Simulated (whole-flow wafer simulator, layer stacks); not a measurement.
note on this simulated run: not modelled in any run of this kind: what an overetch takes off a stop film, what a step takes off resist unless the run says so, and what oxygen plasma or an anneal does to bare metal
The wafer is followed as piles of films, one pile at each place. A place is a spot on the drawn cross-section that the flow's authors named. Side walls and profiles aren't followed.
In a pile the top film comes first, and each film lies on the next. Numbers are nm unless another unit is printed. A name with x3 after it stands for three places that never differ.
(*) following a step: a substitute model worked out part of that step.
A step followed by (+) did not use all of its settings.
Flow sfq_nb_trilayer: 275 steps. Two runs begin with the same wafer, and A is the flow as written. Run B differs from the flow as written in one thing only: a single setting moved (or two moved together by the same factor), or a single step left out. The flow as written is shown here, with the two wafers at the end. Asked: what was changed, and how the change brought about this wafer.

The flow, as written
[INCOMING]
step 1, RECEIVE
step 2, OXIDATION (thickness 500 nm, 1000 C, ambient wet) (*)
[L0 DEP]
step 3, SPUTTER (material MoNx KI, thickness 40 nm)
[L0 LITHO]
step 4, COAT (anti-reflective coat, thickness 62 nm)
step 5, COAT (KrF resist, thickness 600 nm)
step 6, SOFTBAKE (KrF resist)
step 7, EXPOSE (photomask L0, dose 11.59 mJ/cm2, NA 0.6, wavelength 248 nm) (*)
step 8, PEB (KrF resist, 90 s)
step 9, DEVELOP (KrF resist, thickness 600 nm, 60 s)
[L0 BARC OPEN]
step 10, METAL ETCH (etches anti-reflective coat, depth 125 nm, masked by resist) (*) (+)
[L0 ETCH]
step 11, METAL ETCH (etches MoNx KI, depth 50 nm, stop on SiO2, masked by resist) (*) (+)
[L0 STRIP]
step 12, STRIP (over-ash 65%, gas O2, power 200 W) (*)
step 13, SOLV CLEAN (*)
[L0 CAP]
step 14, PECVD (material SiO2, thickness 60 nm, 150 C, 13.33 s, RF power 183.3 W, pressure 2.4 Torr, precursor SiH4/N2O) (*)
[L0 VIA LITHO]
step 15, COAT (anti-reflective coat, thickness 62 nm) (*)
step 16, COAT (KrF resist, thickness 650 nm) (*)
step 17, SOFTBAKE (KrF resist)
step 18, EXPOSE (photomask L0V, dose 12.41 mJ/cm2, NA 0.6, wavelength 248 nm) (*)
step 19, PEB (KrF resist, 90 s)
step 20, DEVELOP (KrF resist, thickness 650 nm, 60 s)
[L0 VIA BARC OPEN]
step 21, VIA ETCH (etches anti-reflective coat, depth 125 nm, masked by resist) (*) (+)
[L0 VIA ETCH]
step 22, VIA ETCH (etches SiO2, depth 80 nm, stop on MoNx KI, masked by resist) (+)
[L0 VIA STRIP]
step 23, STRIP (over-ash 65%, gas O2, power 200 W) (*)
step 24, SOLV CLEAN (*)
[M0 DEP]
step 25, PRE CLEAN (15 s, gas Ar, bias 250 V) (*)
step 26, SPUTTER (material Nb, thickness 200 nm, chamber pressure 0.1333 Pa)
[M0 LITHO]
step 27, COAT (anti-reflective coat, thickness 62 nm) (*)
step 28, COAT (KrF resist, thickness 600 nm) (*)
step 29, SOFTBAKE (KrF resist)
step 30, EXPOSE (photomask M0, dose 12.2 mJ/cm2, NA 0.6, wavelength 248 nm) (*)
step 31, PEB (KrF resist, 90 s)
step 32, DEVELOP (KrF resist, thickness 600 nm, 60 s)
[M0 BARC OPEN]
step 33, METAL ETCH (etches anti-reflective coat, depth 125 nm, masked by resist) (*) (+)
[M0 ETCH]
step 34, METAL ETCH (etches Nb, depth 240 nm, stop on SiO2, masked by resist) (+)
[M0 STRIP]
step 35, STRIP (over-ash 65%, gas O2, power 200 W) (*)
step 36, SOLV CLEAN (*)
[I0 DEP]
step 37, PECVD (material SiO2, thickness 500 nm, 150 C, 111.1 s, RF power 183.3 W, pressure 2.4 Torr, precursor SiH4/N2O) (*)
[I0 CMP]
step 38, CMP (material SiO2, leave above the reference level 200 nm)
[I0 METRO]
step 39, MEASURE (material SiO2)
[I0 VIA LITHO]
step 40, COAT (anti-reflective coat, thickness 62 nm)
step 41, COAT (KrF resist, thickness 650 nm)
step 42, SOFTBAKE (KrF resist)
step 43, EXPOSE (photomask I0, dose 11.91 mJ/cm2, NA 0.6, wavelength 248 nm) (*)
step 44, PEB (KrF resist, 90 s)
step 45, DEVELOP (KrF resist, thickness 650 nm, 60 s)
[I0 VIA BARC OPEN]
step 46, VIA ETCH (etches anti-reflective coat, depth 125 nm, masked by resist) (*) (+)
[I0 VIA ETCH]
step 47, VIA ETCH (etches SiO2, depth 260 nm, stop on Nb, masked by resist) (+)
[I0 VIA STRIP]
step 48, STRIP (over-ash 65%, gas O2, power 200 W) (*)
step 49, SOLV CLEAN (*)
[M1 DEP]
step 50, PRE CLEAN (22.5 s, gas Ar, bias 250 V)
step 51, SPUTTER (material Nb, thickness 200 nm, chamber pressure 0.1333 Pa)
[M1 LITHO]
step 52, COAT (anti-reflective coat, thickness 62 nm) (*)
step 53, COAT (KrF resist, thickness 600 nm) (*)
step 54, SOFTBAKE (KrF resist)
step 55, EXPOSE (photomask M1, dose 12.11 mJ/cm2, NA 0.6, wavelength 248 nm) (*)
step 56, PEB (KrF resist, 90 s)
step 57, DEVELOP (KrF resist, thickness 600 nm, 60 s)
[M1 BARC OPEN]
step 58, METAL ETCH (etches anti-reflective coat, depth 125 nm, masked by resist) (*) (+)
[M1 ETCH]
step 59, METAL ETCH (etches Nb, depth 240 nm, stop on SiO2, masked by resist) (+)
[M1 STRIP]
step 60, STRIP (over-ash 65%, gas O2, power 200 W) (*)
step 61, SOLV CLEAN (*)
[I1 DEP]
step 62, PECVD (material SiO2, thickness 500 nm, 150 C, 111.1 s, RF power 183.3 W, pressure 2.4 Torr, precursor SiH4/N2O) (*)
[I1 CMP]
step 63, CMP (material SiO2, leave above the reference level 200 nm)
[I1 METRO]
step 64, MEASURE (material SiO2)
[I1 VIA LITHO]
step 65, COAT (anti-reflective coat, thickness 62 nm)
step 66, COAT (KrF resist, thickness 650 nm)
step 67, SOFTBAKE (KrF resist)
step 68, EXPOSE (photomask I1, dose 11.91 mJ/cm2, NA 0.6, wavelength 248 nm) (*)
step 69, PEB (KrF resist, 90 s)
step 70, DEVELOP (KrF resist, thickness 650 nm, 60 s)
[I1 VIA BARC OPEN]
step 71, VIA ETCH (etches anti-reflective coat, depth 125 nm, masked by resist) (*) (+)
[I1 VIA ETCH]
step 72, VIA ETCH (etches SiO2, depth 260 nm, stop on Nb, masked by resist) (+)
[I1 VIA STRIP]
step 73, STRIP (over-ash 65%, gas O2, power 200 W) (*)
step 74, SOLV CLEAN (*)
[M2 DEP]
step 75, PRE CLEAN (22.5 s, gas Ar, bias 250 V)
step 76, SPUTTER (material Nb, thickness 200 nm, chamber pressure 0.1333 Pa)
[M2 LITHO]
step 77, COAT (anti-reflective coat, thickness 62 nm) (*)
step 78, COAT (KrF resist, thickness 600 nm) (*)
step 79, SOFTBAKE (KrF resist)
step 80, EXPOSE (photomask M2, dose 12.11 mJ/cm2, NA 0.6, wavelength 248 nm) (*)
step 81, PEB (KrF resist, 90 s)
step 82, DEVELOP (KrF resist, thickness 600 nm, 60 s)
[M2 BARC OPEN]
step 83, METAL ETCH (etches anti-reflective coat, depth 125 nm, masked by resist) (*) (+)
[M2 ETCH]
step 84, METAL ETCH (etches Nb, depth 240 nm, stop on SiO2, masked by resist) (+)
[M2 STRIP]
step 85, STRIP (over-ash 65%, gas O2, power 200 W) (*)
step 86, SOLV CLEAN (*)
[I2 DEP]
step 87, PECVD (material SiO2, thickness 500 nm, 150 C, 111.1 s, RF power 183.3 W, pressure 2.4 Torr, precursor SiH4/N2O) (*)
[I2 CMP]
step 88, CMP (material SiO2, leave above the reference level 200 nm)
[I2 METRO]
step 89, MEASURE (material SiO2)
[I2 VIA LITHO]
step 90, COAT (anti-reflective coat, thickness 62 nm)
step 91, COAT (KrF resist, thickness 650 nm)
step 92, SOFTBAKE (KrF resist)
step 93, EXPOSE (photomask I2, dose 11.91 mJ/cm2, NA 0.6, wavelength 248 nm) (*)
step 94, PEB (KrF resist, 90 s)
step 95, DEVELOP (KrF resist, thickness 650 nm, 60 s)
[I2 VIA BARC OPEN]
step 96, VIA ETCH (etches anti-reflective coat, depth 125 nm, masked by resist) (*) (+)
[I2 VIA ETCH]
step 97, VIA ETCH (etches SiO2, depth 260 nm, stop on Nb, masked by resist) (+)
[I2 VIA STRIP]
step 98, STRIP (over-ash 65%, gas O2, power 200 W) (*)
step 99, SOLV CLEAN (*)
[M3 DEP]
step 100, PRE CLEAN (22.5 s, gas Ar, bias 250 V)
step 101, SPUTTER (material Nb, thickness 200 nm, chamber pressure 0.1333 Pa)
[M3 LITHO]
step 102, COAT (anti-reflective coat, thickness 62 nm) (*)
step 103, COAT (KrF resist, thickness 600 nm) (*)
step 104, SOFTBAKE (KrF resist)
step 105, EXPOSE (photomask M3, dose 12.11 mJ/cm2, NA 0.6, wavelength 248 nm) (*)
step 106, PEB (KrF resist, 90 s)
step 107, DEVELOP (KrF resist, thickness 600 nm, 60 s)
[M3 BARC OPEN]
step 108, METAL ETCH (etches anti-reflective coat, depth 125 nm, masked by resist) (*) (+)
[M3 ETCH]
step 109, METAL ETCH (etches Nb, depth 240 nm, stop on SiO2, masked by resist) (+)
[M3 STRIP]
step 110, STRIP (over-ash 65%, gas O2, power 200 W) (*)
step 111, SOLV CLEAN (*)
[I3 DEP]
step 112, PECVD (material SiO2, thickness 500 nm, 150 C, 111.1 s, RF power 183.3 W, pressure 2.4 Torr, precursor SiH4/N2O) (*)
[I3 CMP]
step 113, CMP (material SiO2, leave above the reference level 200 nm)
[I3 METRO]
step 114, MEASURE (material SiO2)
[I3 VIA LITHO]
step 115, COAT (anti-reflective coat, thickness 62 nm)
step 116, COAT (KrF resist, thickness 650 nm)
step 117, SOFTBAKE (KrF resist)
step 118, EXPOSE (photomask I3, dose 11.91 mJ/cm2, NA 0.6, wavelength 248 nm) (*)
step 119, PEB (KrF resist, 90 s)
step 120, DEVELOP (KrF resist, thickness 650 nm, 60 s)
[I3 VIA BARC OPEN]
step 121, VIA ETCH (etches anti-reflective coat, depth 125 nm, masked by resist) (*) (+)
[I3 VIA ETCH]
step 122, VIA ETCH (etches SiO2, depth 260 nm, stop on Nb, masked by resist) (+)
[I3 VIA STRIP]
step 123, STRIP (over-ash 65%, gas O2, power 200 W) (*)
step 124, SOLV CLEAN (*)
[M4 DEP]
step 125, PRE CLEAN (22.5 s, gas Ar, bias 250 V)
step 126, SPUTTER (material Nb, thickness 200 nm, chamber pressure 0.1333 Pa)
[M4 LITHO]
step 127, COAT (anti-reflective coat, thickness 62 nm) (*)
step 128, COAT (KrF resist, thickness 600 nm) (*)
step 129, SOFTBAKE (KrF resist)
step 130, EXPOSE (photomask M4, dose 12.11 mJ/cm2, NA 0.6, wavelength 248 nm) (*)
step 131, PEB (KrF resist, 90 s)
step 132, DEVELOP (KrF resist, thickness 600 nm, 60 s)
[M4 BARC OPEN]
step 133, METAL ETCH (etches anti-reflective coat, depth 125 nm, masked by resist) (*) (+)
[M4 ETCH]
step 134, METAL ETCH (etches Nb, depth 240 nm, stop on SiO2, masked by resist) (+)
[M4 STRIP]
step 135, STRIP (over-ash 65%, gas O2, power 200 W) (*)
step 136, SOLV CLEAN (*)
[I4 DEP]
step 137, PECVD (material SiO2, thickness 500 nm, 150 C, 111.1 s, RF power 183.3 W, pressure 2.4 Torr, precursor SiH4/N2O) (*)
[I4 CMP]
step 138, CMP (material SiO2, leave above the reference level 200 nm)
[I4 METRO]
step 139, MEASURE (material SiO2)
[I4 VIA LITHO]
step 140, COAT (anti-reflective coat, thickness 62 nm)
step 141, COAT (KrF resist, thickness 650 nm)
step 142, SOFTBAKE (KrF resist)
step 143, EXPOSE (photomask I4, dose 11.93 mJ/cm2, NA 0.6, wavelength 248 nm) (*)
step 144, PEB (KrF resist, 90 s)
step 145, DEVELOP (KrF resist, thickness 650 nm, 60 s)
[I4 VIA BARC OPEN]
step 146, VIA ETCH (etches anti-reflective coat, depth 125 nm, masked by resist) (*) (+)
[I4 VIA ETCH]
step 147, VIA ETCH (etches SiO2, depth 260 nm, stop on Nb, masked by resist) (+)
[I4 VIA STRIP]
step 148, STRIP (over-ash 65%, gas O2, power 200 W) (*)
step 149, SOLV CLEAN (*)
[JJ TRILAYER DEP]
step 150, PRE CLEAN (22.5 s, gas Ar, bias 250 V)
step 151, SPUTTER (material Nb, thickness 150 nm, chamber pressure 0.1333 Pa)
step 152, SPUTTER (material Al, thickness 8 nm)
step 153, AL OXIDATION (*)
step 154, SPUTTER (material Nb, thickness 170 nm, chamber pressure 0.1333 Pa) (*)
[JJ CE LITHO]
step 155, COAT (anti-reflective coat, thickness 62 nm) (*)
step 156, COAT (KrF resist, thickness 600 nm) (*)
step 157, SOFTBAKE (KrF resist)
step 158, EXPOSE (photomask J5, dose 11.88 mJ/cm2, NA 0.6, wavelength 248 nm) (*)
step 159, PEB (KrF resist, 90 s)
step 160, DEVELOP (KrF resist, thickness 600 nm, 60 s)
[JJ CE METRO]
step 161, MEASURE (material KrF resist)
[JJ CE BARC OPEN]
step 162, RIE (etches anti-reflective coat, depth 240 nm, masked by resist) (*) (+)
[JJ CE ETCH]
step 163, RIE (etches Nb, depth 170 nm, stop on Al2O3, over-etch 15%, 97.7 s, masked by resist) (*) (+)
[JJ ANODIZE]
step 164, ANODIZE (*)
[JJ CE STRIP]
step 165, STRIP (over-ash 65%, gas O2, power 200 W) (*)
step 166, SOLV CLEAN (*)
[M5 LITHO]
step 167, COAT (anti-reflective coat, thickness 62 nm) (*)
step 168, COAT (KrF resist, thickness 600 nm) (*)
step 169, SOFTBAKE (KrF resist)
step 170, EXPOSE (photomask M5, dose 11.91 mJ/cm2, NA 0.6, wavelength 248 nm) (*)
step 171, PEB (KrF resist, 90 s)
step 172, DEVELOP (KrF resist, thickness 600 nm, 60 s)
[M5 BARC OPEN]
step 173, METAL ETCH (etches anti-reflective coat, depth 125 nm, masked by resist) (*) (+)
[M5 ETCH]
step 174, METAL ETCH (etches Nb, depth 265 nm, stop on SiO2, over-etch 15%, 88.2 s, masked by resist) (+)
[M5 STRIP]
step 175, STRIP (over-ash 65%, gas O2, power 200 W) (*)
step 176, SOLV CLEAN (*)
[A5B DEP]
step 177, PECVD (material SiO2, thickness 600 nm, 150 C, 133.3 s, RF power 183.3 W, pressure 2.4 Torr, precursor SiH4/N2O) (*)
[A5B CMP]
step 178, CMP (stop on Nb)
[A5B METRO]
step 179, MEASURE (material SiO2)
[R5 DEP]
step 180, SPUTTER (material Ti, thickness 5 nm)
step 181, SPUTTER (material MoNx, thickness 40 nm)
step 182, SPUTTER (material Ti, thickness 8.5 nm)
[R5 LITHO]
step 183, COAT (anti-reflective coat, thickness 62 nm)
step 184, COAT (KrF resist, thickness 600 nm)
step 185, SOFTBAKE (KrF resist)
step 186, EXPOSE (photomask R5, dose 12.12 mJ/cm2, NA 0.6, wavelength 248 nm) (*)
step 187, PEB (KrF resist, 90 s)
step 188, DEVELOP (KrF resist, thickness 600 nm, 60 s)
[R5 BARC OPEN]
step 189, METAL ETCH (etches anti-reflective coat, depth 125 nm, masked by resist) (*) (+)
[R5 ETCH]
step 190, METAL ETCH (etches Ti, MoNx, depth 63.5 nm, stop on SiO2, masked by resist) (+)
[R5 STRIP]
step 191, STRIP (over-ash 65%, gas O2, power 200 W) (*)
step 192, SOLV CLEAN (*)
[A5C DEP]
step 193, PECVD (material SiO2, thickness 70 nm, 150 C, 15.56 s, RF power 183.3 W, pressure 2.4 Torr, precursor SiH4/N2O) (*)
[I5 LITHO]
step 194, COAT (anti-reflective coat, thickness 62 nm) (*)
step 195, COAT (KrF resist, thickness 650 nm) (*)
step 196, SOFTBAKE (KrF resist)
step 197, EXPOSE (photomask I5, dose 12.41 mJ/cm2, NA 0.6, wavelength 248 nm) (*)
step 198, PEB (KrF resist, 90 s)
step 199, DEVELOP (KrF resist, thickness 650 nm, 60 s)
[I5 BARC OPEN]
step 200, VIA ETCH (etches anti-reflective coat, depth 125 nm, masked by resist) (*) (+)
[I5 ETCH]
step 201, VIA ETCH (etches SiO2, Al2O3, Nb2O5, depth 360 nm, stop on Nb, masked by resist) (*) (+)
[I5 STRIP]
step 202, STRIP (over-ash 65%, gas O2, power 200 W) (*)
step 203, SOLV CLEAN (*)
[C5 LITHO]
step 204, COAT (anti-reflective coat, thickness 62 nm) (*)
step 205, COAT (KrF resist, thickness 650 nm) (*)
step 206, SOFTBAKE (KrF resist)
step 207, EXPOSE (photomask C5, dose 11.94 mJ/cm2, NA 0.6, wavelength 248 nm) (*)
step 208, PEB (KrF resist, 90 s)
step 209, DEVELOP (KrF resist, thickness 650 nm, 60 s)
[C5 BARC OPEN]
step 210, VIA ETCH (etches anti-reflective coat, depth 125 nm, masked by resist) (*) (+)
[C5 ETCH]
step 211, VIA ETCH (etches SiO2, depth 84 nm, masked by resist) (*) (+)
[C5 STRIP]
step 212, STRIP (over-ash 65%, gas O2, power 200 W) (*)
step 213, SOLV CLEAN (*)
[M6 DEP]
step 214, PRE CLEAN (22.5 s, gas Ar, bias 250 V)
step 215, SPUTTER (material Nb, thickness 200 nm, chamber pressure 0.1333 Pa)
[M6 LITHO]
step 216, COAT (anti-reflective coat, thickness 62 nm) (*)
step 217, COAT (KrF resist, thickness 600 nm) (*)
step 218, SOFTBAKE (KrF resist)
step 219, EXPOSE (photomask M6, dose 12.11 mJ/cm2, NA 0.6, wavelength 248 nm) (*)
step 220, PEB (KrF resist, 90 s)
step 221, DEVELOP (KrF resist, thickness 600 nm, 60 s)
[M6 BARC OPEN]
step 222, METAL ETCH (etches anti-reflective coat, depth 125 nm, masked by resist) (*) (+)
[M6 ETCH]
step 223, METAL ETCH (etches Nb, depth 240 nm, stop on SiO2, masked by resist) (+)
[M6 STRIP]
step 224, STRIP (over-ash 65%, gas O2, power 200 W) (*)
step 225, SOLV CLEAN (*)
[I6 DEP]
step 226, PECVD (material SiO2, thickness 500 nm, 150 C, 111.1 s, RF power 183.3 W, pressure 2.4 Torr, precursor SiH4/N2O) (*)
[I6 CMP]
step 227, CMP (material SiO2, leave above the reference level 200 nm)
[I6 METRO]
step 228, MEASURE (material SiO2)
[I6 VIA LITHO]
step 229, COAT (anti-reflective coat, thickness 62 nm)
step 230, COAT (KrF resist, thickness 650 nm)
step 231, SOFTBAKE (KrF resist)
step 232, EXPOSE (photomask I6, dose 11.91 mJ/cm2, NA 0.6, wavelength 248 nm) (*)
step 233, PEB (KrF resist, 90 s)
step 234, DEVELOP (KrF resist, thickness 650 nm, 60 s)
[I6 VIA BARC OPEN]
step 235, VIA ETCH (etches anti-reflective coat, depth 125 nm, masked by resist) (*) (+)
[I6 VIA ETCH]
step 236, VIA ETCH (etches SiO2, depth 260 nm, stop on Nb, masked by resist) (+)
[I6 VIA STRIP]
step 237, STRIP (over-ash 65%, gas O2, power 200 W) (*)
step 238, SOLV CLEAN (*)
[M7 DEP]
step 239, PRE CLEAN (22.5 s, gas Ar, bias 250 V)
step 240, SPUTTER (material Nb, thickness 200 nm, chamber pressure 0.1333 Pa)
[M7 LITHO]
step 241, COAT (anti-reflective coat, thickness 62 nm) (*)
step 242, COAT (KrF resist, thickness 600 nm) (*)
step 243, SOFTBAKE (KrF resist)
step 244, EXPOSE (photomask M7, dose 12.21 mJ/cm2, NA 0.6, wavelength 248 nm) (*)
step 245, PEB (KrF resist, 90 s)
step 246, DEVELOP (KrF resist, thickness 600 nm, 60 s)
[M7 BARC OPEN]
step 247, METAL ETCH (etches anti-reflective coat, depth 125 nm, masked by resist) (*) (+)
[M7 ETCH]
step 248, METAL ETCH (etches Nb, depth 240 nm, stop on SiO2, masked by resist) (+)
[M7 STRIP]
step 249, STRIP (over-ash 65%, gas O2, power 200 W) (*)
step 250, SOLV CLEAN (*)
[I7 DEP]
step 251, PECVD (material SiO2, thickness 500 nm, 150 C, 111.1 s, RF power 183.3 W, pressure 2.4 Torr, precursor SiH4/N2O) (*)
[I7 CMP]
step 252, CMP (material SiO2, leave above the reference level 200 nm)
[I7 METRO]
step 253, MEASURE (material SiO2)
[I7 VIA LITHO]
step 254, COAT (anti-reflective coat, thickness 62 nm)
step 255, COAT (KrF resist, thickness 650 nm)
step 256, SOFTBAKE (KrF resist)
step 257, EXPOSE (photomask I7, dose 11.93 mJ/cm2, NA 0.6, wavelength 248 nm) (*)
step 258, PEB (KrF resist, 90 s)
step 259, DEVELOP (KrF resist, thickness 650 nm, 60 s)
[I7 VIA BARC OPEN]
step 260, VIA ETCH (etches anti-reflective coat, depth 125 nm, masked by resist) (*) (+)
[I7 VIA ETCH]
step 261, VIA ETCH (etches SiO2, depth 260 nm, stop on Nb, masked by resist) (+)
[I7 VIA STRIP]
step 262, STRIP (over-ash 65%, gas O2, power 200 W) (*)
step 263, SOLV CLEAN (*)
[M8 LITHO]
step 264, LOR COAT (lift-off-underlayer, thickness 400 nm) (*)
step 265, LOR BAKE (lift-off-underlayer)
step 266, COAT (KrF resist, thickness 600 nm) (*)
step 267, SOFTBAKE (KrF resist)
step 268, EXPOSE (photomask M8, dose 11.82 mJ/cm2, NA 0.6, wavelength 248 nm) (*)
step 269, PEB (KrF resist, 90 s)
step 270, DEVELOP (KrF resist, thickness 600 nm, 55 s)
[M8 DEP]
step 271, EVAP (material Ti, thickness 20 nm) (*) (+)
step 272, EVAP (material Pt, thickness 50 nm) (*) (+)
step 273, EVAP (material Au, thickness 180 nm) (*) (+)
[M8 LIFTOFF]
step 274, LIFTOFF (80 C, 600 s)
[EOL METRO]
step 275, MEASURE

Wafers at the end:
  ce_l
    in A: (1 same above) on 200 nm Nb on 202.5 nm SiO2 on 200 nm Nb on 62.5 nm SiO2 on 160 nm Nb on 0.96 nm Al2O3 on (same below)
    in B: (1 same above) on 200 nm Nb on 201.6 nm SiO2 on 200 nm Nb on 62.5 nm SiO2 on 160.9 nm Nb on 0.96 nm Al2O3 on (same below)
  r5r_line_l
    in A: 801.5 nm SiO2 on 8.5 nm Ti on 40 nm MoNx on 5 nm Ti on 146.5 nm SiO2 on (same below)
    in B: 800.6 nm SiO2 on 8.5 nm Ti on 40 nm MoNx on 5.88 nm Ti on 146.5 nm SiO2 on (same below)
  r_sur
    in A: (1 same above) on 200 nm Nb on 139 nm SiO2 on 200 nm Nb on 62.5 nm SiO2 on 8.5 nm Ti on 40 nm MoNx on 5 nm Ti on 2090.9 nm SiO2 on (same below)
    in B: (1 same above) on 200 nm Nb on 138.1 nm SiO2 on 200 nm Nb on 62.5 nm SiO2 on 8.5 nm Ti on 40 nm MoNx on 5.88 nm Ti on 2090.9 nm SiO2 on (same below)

Cause: step 180, SPUTTER: thickness 5.88 nm was run, whereas the flow has thickness 5 nm.
One can read it off the wafer: r5r_line_l has Ti 5.88, and step 180 as written asks for 5 nm.

How this came from the change, step by step:
  step 180, SPUTTER (material Ti, thickness 5 nm)
      field_l, v_sur, via_wl and 103 more: A Ti gains 5 (new film) | B Ti gains 5.88 (new film)
  step 190, METAL ETCH (etches Ti, MoNx, depth 63.5 nm, stop on SiO2, masked by resist) (+)
      field_l, v_sur, via_wl and 92 more: A Ti loses 8.5 (all of it), MoNx loses 40 (all of it), Ti loses 5 (all of it) | B Ti loses 8.5 (all of it), MoNx loses 40 (all of it), Ti loses 5.88 (all of it)
      ce_l, c5j, ce_r, wl_jj: A Ti loses 8.5 (all of it), MoNx loses 40 (all of it), Ti loses 5 (all of it), Nb loses 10 | B Ti loses 8.5 (all of it), MoNx loses 40 (all of it), Ti loses 5.88 (all of it), Nb loses 9.12
